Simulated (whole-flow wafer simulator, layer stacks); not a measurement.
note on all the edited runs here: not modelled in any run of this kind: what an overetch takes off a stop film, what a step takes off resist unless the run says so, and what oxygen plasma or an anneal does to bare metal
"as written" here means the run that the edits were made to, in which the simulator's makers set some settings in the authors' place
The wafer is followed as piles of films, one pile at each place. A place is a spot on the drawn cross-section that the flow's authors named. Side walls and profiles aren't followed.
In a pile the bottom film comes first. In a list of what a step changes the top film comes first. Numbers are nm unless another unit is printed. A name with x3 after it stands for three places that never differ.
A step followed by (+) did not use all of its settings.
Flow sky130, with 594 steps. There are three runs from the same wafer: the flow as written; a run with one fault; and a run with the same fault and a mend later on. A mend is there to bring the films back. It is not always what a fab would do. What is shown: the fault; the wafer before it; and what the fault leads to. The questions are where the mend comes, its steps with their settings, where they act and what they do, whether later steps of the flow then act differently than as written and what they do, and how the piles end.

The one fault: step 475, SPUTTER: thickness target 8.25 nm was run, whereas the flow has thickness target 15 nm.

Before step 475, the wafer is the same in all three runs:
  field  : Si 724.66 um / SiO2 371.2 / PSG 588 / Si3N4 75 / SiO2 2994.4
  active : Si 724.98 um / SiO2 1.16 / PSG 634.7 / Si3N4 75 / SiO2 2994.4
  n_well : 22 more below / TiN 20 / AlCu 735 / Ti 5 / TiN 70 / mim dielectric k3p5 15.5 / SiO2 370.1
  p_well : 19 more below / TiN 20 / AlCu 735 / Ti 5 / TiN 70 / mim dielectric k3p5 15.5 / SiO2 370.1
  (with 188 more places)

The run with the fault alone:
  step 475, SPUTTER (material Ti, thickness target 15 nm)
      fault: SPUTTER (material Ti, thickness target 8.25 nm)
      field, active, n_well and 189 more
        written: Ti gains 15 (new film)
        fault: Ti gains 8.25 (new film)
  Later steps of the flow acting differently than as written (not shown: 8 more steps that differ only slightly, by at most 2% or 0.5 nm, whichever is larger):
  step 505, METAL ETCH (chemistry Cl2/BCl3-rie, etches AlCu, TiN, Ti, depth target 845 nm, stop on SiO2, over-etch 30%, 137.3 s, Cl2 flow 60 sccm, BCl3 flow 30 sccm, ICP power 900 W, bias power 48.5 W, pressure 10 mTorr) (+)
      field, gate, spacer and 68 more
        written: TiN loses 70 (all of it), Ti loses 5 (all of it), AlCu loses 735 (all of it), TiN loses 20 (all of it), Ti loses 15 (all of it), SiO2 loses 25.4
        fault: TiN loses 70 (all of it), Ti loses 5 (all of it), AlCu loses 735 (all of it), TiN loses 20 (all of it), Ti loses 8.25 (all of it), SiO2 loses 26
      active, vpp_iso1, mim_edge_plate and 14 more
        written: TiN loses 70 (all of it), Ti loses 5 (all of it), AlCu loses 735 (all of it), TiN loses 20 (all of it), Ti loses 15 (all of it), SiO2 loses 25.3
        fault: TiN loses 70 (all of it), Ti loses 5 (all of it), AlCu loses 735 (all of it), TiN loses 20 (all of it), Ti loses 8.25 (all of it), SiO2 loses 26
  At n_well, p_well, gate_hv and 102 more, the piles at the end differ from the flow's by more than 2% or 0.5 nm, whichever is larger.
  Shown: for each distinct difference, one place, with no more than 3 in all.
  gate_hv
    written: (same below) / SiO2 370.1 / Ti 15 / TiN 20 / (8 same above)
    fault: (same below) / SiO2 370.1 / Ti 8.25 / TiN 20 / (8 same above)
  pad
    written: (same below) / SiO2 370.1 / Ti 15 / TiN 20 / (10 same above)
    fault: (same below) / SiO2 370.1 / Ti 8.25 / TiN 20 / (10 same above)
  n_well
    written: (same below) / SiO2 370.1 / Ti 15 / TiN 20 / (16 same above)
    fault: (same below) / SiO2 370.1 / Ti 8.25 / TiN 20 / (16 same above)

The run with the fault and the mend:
  The mend stands after step 475.
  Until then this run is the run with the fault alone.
  step 475a, SPUTTER (material Ti, thickness target 6.75 nm) (the flow's step 475, run once more with other settings)
      field, active, n_well and 189 more
        Ti gains 6.75
  None of the later steps of the flow acts differently than as written at any place that is followed.
  At every place that both follow, the piles at the end match the flow's.
